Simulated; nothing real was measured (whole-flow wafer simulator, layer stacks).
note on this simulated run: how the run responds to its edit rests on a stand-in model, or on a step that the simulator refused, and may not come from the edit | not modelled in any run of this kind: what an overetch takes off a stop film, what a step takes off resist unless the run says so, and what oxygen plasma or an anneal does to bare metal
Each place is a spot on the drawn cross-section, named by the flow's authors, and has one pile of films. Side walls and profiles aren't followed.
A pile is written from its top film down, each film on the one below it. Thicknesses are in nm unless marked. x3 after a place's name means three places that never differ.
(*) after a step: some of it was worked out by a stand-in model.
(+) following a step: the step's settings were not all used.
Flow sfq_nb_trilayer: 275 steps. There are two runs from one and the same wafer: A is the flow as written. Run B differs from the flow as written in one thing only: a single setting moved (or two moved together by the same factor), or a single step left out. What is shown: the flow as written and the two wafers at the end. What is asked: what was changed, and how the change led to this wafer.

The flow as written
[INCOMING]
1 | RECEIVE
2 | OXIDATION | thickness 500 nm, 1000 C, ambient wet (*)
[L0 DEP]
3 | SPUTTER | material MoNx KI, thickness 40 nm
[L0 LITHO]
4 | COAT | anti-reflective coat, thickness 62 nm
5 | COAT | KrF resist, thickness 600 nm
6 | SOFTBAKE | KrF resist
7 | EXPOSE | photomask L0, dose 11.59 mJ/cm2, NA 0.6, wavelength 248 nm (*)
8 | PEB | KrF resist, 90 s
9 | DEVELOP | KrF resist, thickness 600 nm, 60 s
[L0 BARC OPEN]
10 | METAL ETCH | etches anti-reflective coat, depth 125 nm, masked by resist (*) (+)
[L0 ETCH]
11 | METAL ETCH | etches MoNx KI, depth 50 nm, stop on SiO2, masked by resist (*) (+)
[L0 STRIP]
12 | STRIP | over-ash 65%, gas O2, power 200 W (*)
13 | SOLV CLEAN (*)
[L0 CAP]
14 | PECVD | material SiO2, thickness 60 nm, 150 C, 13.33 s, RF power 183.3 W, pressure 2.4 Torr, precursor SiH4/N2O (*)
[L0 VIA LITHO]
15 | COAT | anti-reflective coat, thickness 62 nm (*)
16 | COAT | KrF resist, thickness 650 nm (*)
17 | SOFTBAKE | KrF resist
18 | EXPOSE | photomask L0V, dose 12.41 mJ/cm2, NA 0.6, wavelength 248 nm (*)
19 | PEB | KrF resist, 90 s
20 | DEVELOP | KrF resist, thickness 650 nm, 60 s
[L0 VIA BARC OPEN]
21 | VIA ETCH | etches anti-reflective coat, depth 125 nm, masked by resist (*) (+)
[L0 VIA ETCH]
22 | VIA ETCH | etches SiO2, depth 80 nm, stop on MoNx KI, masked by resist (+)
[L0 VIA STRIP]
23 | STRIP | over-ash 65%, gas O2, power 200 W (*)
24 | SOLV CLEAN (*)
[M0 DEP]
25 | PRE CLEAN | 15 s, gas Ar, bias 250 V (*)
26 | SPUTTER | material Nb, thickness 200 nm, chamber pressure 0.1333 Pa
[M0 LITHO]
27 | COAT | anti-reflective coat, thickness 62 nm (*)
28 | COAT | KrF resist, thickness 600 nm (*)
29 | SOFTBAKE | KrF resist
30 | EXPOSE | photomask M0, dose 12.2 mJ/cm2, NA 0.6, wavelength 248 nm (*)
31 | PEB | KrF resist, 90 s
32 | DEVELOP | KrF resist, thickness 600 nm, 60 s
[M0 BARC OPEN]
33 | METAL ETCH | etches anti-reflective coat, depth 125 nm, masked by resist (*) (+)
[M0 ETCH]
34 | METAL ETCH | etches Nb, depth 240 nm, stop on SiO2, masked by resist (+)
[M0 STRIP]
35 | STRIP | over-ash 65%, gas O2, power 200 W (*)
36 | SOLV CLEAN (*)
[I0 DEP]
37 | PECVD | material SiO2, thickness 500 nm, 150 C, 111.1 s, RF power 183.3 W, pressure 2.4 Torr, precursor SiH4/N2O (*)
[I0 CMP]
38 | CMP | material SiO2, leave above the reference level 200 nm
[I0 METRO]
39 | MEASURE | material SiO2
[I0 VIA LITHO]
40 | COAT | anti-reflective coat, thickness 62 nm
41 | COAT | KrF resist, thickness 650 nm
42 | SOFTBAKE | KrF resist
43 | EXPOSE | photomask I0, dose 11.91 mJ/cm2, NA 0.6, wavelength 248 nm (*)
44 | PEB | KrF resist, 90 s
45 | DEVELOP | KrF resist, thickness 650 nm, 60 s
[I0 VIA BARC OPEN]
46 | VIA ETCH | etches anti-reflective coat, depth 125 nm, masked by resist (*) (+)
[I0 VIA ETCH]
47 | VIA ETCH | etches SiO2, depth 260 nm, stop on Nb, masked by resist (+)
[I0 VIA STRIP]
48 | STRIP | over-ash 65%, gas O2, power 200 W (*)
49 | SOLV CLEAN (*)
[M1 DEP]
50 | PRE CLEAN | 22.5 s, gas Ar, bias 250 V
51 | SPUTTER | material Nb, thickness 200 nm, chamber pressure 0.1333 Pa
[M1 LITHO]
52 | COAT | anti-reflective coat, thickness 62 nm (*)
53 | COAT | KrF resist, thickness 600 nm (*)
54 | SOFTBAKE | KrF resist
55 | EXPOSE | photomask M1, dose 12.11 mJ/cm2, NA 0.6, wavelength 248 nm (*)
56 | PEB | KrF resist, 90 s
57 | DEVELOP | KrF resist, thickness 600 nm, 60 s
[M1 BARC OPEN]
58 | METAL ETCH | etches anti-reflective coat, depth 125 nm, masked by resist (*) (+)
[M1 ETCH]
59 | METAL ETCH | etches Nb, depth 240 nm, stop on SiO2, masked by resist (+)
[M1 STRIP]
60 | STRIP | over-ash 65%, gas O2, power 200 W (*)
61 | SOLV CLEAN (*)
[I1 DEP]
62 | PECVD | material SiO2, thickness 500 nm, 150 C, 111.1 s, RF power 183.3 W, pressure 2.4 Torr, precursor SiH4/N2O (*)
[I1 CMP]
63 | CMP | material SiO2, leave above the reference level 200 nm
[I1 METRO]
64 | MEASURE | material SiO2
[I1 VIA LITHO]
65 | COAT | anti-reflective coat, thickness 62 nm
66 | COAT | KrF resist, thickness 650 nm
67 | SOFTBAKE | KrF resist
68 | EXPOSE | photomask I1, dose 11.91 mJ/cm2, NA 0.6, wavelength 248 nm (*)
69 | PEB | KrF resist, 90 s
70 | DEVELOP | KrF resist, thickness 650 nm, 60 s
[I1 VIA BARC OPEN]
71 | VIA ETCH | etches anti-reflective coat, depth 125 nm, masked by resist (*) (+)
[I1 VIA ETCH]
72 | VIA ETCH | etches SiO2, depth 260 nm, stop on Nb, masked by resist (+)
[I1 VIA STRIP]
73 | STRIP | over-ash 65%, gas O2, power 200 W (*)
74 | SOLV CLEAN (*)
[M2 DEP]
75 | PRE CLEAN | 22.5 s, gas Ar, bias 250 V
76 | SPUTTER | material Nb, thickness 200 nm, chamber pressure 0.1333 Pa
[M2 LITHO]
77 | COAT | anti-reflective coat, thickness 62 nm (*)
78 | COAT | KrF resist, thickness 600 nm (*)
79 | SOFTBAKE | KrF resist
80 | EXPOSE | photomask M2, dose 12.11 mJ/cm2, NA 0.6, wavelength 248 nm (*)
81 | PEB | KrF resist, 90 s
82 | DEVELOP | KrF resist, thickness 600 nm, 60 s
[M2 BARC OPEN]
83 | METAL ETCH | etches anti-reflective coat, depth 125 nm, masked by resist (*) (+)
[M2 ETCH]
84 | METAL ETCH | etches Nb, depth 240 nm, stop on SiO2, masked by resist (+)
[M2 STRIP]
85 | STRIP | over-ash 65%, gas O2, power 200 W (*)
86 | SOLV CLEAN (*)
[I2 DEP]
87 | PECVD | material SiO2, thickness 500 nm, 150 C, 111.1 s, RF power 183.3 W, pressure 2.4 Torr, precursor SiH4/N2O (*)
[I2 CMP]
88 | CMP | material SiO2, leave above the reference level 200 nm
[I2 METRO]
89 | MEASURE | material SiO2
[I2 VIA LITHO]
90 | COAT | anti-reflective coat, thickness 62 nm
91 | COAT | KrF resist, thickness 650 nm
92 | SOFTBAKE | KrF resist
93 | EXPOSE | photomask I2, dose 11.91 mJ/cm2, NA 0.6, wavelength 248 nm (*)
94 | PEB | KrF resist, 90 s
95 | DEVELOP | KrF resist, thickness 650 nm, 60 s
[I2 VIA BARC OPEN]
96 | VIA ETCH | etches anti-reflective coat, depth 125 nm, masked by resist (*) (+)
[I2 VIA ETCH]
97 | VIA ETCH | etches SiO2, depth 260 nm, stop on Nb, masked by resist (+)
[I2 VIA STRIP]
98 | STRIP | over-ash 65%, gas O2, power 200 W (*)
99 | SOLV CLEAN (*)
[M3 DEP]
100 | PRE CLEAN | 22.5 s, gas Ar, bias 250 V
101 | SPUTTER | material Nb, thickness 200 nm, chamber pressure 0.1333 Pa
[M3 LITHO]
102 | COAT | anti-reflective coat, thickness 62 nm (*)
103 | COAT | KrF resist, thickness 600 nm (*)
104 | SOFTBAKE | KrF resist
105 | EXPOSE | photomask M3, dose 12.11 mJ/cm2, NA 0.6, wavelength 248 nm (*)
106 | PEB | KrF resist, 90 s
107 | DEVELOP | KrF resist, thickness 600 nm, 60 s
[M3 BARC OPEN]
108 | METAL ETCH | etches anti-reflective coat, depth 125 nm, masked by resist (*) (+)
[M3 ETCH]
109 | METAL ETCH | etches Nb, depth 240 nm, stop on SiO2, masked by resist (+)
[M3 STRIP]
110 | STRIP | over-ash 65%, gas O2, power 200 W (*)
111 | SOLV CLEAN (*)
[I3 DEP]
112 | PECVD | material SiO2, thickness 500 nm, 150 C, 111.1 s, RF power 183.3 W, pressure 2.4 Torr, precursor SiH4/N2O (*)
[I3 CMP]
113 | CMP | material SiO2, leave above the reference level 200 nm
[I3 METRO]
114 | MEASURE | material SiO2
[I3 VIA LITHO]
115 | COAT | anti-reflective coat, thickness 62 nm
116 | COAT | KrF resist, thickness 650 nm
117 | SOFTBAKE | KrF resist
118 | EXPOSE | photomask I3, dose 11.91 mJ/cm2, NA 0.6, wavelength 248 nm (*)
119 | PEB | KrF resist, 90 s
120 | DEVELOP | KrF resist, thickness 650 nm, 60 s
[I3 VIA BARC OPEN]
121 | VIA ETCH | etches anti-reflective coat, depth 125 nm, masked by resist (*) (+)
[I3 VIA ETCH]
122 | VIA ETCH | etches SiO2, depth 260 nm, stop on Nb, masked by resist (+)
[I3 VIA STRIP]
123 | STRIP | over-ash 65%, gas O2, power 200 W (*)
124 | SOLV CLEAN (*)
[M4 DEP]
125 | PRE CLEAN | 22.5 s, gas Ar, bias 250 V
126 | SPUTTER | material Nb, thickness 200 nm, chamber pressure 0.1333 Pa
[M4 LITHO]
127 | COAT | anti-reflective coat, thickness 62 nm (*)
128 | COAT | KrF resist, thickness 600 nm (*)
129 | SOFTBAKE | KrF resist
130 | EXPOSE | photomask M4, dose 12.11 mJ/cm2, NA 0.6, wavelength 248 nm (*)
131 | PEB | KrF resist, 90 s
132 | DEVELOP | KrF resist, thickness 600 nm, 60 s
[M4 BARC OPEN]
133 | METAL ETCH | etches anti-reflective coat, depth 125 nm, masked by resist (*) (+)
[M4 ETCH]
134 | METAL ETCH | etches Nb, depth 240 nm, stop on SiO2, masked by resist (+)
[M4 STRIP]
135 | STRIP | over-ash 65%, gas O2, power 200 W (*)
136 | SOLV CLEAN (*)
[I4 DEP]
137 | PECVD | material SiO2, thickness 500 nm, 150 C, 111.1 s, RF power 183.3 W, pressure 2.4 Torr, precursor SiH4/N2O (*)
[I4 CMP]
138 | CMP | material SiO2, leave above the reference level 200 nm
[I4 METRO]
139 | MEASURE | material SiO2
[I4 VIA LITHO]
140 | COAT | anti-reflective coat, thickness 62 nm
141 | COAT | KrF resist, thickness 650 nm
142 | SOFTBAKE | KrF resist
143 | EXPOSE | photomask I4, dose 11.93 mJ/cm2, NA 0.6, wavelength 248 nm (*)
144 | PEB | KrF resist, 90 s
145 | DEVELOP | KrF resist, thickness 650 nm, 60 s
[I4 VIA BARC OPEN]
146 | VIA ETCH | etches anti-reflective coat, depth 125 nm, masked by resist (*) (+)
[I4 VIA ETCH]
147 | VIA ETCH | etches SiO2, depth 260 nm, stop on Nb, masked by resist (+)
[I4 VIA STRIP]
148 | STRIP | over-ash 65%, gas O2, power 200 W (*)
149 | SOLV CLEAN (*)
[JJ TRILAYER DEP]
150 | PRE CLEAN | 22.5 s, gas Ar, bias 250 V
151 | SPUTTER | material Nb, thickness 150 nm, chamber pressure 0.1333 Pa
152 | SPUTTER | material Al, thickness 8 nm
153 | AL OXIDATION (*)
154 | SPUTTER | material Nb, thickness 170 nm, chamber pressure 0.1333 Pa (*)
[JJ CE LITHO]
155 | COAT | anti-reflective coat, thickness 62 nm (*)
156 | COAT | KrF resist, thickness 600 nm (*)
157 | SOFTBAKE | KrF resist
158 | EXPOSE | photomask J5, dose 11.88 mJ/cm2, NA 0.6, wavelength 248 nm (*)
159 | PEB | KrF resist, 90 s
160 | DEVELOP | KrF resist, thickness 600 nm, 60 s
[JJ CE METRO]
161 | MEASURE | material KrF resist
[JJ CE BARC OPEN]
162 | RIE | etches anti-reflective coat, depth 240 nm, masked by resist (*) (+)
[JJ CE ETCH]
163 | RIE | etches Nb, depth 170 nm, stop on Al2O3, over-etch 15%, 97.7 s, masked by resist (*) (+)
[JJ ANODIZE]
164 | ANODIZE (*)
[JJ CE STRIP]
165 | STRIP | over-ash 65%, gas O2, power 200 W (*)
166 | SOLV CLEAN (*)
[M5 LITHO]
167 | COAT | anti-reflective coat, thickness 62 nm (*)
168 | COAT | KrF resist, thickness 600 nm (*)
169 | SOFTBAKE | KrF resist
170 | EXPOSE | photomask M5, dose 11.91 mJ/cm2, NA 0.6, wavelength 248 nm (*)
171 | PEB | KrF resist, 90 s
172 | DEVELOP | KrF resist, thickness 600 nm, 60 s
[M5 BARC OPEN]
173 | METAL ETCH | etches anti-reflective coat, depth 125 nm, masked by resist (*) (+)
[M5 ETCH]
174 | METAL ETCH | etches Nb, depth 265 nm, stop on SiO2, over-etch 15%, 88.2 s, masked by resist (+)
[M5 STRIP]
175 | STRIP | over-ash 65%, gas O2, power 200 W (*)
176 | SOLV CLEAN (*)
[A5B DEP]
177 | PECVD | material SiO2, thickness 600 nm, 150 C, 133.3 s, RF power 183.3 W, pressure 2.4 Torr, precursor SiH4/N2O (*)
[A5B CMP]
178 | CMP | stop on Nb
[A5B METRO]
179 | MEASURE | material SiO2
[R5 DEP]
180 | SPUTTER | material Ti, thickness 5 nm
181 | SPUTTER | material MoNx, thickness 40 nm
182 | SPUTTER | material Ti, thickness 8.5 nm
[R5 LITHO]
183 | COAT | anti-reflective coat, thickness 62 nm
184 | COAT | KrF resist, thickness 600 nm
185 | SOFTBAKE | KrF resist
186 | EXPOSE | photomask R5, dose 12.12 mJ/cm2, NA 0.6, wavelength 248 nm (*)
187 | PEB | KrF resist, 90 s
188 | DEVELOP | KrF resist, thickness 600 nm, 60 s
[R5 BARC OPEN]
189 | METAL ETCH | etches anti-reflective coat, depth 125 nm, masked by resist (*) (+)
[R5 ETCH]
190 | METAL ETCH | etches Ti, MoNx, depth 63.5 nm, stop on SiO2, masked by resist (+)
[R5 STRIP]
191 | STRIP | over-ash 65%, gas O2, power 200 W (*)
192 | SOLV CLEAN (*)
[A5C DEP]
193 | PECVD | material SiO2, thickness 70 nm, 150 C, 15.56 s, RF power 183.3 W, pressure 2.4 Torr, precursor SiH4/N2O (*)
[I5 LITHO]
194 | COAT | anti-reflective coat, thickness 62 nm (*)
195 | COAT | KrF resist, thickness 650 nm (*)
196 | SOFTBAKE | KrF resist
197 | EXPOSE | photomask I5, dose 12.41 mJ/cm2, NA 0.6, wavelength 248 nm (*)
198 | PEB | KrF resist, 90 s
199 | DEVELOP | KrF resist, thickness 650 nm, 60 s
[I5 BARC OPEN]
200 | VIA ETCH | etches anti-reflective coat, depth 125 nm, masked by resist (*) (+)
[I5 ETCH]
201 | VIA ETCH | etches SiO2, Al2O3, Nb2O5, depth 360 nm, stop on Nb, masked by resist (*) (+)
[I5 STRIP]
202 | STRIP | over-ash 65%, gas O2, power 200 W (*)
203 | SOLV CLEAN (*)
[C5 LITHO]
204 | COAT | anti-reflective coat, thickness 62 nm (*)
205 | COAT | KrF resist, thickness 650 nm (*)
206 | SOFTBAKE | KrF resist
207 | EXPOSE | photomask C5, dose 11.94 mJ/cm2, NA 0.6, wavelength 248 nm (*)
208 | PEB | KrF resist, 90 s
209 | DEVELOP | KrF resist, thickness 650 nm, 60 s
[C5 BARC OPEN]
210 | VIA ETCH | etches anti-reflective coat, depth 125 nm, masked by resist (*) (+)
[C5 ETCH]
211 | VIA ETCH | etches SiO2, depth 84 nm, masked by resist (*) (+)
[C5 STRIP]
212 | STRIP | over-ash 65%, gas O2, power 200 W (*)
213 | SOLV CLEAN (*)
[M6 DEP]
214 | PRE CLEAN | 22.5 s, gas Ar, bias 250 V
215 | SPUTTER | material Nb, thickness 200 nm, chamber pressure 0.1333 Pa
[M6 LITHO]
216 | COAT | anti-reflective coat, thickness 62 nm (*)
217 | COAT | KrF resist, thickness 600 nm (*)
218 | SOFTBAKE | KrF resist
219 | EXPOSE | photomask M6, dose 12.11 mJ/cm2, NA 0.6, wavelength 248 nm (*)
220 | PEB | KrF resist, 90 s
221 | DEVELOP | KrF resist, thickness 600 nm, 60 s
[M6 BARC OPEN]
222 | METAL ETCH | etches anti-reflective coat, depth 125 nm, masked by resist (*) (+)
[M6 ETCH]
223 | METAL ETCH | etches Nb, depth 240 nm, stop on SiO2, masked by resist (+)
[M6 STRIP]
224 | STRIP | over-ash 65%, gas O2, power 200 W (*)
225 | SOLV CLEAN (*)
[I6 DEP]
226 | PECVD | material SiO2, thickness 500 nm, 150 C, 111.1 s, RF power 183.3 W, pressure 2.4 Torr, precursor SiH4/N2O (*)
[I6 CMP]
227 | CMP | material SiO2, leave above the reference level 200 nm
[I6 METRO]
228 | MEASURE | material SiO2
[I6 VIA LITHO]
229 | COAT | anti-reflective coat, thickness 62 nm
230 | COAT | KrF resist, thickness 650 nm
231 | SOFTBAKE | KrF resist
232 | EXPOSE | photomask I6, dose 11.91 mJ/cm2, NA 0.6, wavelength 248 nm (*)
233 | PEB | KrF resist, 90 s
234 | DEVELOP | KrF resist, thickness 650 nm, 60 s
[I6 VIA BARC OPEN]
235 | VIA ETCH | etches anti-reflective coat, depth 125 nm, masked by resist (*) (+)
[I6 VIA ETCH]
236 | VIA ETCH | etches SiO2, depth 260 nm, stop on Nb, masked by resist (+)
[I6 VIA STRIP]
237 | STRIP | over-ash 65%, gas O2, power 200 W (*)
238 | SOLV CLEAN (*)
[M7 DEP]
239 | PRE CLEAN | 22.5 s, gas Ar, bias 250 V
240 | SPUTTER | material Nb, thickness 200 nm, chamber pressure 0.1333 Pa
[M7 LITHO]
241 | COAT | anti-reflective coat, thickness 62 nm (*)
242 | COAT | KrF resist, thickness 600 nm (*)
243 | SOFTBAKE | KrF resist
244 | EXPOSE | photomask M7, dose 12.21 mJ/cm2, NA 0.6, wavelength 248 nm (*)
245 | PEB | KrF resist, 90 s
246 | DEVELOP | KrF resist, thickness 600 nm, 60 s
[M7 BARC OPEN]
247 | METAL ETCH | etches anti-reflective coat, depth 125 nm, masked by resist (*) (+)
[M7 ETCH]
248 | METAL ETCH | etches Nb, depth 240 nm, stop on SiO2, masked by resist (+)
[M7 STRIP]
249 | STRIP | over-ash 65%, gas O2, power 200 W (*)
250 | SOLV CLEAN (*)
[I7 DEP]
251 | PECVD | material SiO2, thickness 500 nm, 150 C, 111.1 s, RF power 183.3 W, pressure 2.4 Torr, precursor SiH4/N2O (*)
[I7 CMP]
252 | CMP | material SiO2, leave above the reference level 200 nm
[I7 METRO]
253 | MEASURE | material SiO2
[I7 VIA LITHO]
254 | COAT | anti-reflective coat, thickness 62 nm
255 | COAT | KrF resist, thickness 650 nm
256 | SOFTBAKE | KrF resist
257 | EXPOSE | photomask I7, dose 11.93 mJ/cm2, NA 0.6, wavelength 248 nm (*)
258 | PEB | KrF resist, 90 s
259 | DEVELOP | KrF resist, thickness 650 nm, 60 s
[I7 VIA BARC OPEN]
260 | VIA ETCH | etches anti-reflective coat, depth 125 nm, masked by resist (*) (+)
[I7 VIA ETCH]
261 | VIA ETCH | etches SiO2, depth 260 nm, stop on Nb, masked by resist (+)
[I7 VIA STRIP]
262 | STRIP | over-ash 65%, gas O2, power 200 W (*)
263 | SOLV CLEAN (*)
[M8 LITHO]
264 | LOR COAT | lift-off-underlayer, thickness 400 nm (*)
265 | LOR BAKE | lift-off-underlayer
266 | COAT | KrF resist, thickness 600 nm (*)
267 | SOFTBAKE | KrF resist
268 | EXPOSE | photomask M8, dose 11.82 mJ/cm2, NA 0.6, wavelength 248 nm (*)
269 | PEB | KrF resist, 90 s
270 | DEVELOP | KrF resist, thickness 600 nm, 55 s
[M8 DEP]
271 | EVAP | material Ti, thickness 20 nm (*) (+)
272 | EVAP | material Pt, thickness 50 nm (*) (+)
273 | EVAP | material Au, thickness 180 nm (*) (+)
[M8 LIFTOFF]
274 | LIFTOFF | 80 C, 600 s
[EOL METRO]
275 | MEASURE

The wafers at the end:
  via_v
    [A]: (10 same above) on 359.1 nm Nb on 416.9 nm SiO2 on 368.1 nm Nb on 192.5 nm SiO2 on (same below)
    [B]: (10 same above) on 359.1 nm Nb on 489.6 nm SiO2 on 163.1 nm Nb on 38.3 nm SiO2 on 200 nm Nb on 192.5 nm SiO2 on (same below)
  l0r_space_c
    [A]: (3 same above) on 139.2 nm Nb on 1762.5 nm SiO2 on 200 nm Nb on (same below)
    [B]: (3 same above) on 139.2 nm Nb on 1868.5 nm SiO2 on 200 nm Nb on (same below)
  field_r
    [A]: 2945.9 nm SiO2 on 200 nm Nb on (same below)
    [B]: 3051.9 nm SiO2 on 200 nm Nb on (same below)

Cause: step 63, CMP: leave above the reference level 306 nm was run, though the flow has leave above the reference level 200 nm.

Step by step, how the change led to this:
  63 | CMP | material SiO2, leave above the reference level 200 nm
      field_l, be, be_sur and 72 more: A SiO2 loses 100 | B nothing
      lsp_m, ln_m6, lsp_r, l0_sur, l0v: A SiO2 loses 94.9 | B nothing
      (as well as at 26 more places)
  65 | COAT | anti-reflective coat, thickness 62 nm
      m5r_linepad_l, m5r_linepad_r, r5r_spacepad_l, r5r_spacepad_r: A anti-reflective coat gains 62 (new film) | B anti-reflective coat gains 64.5 (new film)
      lsp_m, m8r_pad_l, m8r_pad_r: A anti-reflective coat gains 62 (new film) | B anti-reflective coat gains 63.7 (new film)
      (as well as at 3 more places)
  72 | VIA ETCH | etches SiO2, depth 260 nm, stop on Nb, masked by resist (+)
      via_v: A SiO2 loses 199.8 (all of it) | B SiO2 loses 260
  73 | STRIP | over-ash 65%, gas O2, power 200 W (*)
      m5r_linepad_l, m5r_linepad_r: A KrF resist loses 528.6 (all of it), anti-reflective coat loses 62 (all of it) | B KrF resist loses 527.9 (all of it), anti-reflective coat loses 64.5 (all of it)
      r5r_spacepad_l, r5r_spacepad_r: A KrF resist loses 528.6 (all of it), anti-reflective coat loses 62 (all of it) | B KrF resist loses 528.2 (all of it), anti-reflective coat loses 64.5 (all of it)
      (as well as at 6 more places)
  75 | PRE CLEAN | 22.5 s, gas Ar, bias 250 V
      via_v: A Nb loses 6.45 | B SiO2 loses 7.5
  76 | SPUTTER | material Nb, thickness 200 nm, chamber pressure 0.1333 Pa
      via_v: A Nb gains 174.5 | B Nb gains 163.1 (new film)
  77 | COAT | anti-reflective coat, thickness 62 nm (*)
      m5r_linepad_l, m5r_linepad_r: A anti-reflective coat gains 62 (new film) | B anti-reflective coat gains 64.2 (new film)
      r5r_spacepad_l, r5r_spacepad_r: A anti-reflective coat gains 62 (new film) | B anti-reflective coat gains 64.3 (new film)
      (as well as at 8 more places)
  78 | COAT | KrF resist, thickness 600 nm (*)
      via_v: A KrF resist gains 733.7 (new film) | B KrF resist gains 781.7 (new film)
  83 | METAL ETCH | etches anti-reflective coat, depth 125 nm, masked by resist (*) (+)
      m5r_linepad_l, m5r_linepad_r: A anti-reflective coat loses 62 (all of it) | B anti-reflective coat loses 64.2 (all of it)
      r5r_spacepad_l, r5r_spacepad_r: A anti-reflective coat loses 62 (all of it) | B anti-reflective coat loses 64.3 (all of it)
      (as well as at 4 more places)
  85 | STRIP | over-ash 65%, gas O2, power 200 W (*)
      v_sur: A KrF resist loses 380 (all of it), anti-reflective coat loses 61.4 (all of it) | B KrF resist loses 377.4 (all of it), anti-reflective coat loses 59.7 (all of it)
      via_sp: A KrF resist loses 374.4 (all of it), anti-reflective coat loses 53.2 (all of it) | B KrF resist loses 368.4 (all of it), anti-reflective coat loses 51.5 (all of it)
      (as well as at 2 more places)
  87 | PECVD | material SiO2, thickness 500 nm, 150 C, 111.1 s, RF power 183.3 W, pressure 2.4 Torr, precursor SiH4/N2O (*)
      via_v: A SiO2 gains 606 (new film) | B SiO2 gains 678.7 (new film)
  88 | CMP | material SiO2, leave above the reference level 200 nm
      field_l, be, be_sur and 72 more: A SiO2 loses 100 | B SiO2 loses 94
      lsp_m, ln_m6, lsp_r, l0_sur, l0v: A SiO2 loses 100 | B SiO2 loses 88.9
With metal films that touch counted as one body, via_v has 7 bodies (between them, from the top down: SiO2 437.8; SiO2 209 / Al2O3 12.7 / Nb2O5 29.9; SiO2 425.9; SiO2 489.6; SiO2 38.3; SiO2 192.5); the flow as written gives 6 bodies (between them, from the top down: SiO2 437.8; SiO2 209 / Al2O3 12.7 / Nb2O5 29.9; SiO2 425.9; SiO2 416.9; SiO2 192.5).
